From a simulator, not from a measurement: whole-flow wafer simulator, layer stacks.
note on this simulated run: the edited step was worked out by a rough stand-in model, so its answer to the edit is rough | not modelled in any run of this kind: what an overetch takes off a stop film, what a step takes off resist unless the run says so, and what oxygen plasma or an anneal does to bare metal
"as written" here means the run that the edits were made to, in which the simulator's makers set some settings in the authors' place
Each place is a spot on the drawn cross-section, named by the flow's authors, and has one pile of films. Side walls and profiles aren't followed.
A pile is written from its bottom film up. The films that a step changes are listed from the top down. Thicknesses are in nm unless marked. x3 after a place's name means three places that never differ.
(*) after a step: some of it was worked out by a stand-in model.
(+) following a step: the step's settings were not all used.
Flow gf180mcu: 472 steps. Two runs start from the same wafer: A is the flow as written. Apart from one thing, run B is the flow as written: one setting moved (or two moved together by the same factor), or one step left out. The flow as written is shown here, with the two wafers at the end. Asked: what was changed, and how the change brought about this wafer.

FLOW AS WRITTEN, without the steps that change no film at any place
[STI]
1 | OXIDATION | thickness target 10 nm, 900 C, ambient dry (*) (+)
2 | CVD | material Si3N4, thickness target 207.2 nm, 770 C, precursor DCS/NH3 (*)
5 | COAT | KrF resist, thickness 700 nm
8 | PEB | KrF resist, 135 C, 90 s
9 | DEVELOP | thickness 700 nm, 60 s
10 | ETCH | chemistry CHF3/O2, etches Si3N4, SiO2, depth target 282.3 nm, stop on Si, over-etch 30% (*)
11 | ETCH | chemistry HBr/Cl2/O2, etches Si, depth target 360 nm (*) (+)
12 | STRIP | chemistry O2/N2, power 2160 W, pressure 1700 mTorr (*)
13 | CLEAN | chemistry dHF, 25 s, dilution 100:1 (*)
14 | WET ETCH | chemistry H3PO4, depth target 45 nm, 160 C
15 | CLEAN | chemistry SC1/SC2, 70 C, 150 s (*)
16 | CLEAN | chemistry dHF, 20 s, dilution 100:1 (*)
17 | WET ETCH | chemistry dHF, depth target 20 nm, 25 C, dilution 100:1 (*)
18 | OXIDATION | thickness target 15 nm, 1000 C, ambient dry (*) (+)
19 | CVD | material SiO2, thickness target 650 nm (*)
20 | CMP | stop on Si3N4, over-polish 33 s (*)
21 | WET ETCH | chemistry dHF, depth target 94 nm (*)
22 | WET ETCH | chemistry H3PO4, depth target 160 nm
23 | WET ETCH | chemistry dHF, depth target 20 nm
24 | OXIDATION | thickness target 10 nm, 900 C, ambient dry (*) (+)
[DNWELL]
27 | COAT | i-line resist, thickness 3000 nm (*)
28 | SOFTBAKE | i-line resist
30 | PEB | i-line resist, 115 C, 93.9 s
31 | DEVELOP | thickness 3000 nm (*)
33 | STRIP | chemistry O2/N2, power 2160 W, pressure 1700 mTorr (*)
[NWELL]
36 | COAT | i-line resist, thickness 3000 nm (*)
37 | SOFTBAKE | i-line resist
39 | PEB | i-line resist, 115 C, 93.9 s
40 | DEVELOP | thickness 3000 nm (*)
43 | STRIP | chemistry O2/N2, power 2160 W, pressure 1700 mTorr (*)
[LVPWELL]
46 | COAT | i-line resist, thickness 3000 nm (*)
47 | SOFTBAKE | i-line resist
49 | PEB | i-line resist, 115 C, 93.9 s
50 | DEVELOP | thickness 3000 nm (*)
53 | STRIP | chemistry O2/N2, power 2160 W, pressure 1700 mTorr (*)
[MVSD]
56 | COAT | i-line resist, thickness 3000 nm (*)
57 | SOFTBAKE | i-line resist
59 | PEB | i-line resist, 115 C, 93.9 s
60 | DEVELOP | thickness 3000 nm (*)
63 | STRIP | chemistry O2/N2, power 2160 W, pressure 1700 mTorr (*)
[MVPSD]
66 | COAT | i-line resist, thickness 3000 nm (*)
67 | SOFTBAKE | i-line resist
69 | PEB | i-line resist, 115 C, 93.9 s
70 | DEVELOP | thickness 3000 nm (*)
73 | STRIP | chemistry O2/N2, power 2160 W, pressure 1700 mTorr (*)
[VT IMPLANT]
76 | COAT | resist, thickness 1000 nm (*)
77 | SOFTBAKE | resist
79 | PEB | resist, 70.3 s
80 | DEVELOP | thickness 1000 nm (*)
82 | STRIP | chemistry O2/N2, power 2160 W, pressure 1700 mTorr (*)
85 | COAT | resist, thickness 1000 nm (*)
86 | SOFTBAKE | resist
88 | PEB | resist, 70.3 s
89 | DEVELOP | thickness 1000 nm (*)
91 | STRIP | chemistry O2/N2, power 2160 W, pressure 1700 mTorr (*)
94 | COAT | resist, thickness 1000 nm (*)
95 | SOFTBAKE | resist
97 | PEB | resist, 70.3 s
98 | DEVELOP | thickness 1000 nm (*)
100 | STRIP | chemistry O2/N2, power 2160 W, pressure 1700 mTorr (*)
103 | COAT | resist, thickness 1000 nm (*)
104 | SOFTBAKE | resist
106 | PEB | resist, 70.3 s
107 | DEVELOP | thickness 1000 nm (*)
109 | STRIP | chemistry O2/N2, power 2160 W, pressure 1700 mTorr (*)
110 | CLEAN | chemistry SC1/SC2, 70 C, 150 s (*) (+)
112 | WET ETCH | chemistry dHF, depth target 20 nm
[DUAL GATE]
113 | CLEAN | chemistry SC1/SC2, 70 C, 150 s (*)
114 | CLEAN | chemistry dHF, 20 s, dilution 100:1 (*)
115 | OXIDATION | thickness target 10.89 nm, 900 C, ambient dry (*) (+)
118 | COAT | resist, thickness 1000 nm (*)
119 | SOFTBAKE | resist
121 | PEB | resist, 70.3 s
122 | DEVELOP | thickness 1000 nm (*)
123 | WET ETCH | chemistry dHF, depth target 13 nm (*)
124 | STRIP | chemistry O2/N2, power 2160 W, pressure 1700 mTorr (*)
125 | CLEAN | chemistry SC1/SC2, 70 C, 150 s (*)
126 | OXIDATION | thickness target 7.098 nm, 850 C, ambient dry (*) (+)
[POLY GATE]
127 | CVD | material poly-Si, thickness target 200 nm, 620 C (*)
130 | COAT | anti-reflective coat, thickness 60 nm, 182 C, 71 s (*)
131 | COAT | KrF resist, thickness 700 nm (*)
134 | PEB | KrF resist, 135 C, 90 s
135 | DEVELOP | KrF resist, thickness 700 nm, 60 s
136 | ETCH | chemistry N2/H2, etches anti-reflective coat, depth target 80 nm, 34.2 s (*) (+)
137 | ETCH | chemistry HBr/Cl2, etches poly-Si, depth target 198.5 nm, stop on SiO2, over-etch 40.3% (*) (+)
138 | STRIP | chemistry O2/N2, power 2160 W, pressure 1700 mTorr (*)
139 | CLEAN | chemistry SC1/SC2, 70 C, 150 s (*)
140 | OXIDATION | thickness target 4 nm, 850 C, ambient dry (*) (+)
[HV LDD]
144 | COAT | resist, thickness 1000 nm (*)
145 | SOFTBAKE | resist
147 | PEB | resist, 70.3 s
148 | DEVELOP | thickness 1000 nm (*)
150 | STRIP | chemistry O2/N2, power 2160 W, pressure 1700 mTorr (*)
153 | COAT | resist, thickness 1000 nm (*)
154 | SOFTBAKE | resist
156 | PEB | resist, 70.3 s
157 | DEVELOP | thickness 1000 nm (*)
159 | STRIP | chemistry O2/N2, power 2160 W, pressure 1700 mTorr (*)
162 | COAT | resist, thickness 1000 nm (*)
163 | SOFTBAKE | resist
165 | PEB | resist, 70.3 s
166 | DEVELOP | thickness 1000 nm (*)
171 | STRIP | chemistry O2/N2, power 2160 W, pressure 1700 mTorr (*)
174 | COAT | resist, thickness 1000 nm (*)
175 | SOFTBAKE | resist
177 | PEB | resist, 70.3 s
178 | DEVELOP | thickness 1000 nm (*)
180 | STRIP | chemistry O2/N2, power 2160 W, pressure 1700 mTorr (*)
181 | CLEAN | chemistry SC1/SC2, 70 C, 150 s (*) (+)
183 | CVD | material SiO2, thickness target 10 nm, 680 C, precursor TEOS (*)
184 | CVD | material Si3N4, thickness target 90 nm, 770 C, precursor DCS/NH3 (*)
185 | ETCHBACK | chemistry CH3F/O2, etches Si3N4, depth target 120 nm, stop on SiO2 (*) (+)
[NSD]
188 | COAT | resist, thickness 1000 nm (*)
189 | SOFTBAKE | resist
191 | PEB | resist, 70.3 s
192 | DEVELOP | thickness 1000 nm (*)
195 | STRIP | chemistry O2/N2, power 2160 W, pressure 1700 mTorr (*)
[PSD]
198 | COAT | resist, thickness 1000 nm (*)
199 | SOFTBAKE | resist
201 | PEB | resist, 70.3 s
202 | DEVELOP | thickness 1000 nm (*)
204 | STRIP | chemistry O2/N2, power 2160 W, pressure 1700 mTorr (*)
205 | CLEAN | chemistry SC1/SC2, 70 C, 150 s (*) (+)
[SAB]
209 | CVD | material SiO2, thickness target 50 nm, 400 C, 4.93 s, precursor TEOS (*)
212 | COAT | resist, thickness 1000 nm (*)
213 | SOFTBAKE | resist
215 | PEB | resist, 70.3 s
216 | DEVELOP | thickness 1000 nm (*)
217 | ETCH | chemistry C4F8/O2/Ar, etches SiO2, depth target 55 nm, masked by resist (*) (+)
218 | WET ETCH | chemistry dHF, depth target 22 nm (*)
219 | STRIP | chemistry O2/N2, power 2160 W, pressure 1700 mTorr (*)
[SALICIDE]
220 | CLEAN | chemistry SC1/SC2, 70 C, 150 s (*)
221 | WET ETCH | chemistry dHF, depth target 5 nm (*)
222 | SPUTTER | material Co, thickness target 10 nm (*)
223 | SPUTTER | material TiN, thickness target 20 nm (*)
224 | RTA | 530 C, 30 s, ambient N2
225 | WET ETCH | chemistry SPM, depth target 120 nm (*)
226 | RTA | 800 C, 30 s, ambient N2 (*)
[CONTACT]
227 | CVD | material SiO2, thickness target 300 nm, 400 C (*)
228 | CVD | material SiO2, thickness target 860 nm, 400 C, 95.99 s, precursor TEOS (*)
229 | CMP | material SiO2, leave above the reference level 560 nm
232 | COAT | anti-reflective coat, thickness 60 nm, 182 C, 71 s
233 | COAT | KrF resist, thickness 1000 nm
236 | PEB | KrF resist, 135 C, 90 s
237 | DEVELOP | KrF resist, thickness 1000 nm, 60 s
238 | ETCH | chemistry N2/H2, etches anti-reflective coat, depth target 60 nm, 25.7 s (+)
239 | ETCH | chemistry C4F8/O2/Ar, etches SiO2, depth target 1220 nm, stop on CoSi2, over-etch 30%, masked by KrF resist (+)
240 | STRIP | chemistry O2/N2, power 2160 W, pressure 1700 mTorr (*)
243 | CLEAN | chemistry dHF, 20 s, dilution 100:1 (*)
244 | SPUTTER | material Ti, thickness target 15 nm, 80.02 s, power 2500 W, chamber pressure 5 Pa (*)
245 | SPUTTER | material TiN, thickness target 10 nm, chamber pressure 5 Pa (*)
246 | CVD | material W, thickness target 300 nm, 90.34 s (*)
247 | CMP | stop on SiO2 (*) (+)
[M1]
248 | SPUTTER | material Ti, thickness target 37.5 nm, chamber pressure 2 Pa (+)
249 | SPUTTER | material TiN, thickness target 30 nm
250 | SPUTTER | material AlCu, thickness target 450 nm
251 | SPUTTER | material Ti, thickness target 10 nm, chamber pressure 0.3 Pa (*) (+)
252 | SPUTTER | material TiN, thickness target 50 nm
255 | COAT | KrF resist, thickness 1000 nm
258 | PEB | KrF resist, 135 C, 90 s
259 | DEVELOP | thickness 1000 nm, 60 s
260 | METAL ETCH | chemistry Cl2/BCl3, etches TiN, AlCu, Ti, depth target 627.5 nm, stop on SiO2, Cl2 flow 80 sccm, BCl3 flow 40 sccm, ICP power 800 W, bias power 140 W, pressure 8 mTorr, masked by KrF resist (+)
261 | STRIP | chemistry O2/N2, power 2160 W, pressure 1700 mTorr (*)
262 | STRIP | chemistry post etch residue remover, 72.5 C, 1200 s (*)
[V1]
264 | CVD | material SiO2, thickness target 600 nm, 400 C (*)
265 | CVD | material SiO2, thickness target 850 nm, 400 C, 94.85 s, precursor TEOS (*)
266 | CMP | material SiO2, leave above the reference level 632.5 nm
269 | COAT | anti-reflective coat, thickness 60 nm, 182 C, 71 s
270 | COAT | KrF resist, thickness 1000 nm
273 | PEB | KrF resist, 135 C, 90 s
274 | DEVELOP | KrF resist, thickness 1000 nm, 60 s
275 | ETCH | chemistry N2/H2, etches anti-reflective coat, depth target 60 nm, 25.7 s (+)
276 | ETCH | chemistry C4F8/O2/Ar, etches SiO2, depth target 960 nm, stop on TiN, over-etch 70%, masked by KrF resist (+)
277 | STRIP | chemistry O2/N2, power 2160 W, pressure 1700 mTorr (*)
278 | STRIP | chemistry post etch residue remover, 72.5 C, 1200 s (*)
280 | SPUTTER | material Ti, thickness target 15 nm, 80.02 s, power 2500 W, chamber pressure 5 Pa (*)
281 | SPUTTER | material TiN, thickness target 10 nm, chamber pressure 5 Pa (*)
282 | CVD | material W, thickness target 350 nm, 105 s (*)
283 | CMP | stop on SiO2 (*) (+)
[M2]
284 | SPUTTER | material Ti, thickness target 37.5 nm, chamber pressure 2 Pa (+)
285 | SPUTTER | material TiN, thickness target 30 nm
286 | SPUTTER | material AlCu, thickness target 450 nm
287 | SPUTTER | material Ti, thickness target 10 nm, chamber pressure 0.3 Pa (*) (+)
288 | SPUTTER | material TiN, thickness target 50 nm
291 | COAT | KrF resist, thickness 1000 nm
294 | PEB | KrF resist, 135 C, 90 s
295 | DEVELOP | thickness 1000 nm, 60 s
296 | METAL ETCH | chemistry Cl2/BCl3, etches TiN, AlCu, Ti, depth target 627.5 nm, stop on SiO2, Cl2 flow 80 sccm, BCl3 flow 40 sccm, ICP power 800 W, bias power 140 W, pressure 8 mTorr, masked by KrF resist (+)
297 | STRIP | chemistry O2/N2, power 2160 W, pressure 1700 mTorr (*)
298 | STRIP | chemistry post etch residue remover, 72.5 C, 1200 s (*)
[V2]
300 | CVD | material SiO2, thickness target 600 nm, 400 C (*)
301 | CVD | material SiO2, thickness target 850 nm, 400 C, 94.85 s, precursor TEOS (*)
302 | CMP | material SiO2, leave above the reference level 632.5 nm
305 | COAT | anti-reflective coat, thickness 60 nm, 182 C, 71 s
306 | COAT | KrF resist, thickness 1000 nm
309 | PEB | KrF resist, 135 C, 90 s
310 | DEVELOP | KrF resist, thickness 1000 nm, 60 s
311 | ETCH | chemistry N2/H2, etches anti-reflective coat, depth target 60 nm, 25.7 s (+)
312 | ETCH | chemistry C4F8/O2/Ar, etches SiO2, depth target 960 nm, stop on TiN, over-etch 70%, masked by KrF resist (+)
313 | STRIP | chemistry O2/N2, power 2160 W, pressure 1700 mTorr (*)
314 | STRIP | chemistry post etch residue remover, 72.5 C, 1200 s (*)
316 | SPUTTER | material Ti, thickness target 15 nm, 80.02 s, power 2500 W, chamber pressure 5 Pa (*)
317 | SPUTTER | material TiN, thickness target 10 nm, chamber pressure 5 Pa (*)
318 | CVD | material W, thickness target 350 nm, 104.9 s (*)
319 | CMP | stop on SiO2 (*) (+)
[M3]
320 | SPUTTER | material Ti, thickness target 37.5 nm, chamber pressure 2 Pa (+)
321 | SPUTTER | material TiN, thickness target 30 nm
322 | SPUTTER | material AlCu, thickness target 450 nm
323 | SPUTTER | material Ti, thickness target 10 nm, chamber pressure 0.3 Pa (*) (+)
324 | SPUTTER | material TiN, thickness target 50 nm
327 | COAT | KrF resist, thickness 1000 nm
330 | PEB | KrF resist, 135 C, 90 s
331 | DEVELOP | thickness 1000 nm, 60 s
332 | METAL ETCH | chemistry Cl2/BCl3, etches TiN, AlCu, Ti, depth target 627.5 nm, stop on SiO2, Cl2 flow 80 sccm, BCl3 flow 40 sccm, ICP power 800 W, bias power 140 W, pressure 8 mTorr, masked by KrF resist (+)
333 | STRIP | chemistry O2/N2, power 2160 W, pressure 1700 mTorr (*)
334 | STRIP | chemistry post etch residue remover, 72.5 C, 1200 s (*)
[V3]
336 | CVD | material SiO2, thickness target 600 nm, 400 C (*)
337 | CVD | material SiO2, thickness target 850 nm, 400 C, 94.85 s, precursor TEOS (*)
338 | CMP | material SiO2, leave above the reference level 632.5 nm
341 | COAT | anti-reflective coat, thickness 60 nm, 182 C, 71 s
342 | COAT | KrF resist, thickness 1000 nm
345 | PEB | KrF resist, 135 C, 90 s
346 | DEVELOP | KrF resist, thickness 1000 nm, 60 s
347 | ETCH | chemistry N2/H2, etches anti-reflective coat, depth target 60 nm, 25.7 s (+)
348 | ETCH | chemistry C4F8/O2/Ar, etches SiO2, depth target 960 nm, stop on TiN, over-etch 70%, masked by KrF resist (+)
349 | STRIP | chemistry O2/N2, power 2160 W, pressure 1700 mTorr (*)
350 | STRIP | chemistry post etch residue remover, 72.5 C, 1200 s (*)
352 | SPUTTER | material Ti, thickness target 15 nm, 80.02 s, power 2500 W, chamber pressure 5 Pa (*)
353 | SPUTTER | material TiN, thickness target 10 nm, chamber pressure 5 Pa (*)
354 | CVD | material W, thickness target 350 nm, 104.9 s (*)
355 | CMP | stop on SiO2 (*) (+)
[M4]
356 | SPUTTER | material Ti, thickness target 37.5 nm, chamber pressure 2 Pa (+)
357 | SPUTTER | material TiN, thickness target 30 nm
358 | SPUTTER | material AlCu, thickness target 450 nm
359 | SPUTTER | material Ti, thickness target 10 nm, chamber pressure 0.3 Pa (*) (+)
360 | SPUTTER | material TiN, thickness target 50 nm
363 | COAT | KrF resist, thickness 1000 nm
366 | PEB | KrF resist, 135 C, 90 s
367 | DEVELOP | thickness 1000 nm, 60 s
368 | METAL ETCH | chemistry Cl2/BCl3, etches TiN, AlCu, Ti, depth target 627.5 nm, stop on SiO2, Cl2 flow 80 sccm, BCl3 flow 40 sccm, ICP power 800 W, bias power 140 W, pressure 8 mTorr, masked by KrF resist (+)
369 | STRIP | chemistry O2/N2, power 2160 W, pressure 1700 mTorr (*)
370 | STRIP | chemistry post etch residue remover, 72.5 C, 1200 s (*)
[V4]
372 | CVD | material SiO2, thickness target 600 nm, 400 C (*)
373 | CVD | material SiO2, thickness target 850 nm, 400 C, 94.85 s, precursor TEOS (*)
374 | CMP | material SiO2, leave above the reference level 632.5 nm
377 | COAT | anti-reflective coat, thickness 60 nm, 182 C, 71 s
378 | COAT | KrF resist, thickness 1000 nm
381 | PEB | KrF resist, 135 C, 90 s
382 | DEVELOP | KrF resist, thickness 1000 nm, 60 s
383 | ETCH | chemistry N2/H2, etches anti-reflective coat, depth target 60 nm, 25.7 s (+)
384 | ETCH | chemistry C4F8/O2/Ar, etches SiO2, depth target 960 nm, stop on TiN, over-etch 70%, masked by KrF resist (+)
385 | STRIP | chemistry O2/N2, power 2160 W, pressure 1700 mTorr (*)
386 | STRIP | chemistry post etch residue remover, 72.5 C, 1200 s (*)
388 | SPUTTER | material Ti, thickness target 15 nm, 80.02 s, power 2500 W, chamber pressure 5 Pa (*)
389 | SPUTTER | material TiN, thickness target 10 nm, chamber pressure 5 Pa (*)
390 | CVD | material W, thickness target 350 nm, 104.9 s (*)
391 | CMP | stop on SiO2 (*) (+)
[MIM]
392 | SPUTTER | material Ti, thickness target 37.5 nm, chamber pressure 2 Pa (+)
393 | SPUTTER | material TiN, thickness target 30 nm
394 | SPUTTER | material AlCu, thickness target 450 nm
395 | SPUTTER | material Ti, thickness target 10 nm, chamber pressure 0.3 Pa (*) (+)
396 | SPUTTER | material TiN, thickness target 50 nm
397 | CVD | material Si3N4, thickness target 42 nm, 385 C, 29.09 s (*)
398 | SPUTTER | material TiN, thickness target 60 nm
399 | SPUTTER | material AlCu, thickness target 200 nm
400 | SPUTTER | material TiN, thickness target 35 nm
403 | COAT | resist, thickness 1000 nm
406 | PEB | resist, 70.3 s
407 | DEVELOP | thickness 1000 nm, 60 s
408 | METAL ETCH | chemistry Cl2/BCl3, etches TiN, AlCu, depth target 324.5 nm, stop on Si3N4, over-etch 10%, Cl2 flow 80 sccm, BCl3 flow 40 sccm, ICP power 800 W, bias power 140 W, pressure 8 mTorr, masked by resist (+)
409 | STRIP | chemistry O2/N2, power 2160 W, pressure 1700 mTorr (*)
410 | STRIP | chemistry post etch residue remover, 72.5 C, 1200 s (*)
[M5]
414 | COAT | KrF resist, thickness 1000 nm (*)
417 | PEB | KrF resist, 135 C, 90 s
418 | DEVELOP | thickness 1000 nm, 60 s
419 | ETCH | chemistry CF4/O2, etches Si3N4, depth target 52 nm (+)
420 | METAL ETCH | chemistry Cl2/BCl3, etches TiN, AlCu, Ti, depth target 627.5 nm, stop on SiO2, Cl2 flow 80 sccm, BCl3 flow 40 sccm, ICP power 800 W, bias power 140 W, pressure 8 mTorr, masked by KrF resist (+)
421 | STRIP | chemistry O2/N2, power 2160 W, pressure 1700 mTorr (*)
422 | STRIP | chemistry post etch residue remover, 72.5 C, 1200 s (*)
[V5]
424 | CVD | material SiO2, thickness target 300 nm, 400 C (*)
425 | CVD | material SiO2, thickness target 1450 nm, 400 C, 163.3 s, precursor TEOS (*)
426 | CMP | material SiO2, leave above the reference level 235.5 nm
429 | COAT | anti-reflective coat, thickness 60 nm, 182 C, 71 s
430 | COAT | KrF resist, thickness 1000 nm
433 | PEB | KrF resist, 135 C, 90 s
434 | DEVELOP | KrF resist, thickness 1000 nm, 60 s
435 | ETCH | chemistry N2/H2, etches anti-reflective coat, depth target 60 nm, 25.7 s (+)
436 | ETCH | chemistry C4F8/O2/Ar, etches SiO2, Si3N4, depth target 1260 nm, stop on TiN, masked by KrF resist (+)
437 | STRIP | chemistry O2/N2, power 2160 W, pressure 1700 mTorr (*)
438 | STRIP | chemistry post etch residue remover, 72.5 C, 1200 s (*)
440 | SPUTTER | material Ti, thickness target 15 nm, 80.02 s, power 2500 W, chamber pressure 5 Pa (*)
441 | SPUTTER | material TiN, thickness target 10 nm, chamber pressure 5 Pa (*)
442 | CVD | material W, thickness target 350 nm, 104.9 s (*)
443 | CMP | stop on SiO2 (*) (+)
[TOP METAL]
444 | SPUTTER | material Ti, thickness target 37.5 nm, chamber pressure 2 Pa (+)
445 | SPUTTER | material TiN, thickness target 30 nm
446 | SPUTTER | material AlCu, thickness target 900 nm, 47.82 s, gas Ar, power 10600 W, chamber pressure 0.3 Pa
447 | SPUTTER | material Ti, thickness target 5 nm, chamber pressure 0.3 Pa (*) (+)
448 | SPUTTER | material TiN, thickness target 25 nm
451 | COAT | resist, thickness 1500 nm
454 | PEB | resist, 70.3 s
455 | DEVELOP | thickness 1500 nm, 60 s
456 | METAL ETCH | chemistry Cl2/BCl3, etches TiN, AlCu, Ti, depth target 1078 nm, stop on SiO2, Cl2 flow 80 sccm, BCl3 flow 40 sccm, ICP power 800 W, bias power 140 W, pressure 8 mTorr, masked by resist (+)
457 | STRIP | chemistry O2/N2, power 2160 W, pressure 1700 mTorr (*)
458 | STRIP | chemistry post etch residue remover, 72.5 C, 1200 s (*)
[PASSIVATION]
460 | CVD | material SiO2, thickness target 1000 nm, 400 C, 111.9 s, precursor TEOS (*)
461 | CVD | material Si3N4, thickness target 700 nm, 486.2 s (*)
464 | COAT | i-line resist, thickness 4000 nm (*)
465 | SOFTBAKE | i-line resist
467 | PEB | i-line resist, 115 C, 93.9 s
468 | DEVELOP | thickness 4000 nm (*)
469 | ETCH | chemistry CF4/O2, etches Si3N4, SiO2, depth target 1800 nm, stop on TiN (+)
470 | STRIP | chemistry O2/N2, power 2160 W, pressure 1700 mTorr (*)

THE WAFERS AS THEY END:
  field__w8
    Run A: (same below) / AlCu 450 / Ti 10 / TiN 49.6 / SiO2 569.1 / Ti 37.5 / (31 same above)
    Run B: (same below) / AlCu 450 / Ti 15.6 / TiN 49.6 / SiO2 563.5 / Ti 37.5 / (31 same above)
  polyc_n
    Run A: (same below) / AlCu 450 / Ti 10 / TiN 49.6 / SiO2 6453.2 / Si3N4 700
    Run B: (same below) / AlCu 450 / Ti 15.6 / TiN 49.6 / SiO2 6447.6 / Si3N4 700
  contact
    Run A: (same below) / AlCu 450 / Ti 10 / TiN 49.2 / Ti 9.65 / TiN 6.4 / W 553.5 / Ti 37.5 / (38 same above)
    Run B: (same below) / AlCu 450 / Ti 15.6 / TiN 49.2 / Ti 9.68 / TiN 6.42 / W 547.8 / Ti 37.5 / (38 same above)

What caused this: step 251, SPUTTER: thickness target 15.6 nm was run, though the flow has thickness target 10 nm.
The wafer lets one read it off: field__w8 has Ti 15.6, and step 251 as written asks for 10 nm.

Step by step, how the change led to this:
  251 | SPUTTER | material Ti, thickness target 10 nm, chamber pressure 0.3 Pa (*) (+)
      field, field__w1, field__w2 and 108 more: A +10 Ti (new film) | B +15.6 Ti (new film)
  260 | METAL ETCH | chemistry Cl2/BCl3, etches TiN, AlCu, Ti, depth target 627.5 nm, stop on SiO2, Cl2 flow 80 sccm, BCl3 flow 40 sccm, ICP power 800 W, bias power 140 W, pressure 8 mTorr, masked by KrF resist (+)
      field, field__w1, field__w2 and 99 more: A -50 TiN (all of it), -10 Ti (all of it), -450 AlCu (all of it), -30 TiN (all of it), -37.5 Ti (all of it) | B -50 TiN (all of it), -15.6 Ti (all of it), -450 AlCu (all of it), -30 TiN (all of it), -37.5 Ti (all of it)
